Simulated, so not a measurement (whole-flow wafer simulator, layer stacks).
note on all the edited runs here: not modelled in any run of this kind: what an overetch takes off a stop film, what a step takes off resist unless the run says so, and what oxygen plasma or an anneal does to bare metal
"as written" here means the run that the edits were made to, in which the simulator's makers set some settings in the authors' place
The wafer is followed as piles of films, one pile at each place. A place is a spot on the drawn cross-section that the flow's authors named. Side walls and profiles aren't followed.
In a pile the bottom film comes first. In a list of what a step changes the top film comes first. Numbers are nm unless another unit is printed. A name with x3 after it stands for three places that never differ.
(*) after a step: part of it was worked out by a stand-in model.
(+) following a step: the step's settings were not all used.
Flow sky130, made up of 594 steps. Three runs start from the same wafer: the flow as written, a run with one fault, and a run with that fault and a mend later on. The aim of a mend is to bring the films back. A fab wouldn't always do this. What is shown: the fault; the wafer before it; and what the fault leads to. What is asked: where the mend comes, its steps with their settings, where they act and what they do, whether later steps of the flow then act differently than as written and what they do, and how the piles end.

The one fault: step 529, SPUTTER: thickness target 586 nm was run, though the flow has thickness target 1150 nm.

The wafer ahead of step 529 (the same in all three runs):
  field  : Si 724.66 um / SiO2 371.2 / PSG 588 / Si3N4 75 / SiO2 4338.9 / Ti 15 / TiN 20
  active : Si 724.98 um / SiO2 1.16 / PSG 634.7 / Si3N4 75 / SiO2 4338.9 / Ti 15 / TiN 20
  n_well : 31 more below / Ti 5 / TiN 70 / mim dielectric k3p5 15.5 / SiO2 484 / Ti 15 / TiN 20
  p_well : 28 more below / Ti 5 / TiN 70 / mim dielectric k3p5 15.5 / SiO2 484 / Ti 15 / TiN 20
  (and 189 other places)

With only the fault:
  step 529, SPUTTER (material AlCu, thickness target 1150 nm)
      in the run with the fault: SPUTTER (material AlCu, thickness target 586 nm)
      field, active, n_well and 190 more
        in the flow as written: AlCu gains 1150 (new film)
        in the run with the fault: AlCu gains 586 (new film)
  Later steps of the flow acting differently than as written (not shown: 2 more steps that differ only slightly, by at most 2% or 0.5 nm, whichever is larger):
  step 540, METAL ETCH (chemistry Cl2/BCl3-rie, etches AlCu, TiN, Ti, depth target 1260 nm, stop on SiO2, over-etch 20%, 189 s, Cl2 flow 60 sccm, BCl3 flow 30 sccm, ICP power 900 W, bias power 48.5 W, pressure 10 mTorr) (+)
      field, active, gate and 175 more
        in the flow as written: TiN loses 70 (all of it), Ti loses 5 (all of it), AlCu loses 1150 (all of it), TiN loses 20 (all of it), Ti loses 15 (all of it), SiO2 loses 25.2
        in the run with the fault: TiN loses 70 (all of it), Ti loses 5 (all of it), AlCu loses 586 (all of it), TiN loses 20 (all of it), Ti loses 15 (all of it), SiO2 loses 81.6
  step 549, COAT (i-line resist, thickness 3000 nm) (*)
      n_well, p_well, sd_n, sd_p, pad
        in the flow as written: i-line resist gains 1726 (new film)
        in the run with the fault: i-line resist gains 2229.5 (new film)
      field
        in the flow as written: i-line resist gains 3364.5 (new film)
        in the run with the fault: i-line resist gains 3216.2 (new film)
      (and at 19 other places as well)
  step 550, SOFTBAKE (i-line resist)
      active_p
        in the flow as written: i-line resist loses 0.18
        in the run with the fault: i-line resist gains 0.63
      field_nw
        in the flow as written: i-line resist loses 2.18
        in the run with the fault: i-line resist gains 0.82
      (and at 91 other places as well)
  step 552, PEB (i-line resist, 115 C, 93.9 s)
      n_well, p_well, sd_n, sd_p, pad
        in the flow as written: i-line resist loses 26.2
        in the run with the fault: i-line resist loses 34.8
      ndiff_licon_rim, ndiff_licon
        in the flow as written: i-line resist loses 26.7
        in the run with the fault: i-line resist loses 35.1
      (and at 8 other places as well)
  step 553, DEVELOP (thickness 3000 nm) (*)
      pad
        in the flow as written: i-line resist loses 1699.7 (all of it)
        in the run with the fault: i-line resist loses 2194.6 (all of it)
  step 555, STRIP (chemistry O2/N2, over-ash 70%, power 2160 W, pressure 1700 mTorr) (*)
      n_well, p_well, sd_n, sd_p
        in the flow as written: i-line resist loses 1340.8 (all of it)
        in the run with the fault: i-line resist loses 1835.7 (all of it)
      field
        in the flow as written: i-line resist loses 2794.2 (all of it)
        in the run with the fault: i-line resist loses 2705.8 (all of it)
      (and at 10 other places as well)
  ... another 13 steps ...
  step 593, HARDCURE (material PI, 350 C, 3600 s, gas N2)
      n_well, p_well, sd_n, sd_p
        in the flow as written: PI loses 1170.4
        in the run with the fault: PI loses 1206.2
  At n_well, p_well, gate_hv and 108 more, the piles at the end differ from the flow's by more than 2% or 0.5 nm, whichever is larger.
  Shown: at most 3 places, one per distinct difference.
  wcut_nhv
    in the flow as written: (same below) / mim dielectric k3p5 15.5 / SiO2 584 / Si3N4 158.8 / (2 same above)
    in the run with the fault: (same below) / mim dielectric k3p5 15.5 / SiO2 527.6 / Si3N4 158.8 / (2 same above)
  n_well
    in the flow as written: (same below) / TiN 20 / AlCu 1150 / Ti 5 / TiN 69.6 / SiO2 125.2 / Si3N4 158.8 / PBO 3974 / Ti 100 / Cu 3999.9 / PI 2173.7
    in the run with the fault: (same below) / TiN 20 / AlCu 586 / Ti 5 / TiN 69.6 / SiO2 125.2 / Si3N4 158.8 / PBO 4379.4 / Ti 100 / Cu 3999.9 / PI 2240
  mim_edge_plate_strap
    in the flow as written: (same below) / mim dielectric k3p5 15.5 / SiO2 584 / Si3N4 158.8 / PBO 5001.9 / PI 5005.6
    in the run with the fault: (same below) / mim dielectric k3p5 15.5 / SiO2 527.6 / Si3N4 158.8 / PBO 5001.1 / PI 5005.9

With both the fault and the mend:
  The mend stands after step 529.
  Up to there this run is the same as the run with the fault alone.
  step 529a, SPUTTER (material AlCu, thickness target 564 nm) (the flow's step 529 again, with other settings)
      field, active, n_well and 190 more
        AlCu gains 564
  None of the later steps of the flow acts differently than as written at any place that is followed.
  By the end, the piles equal the flow's at every place that both follow.
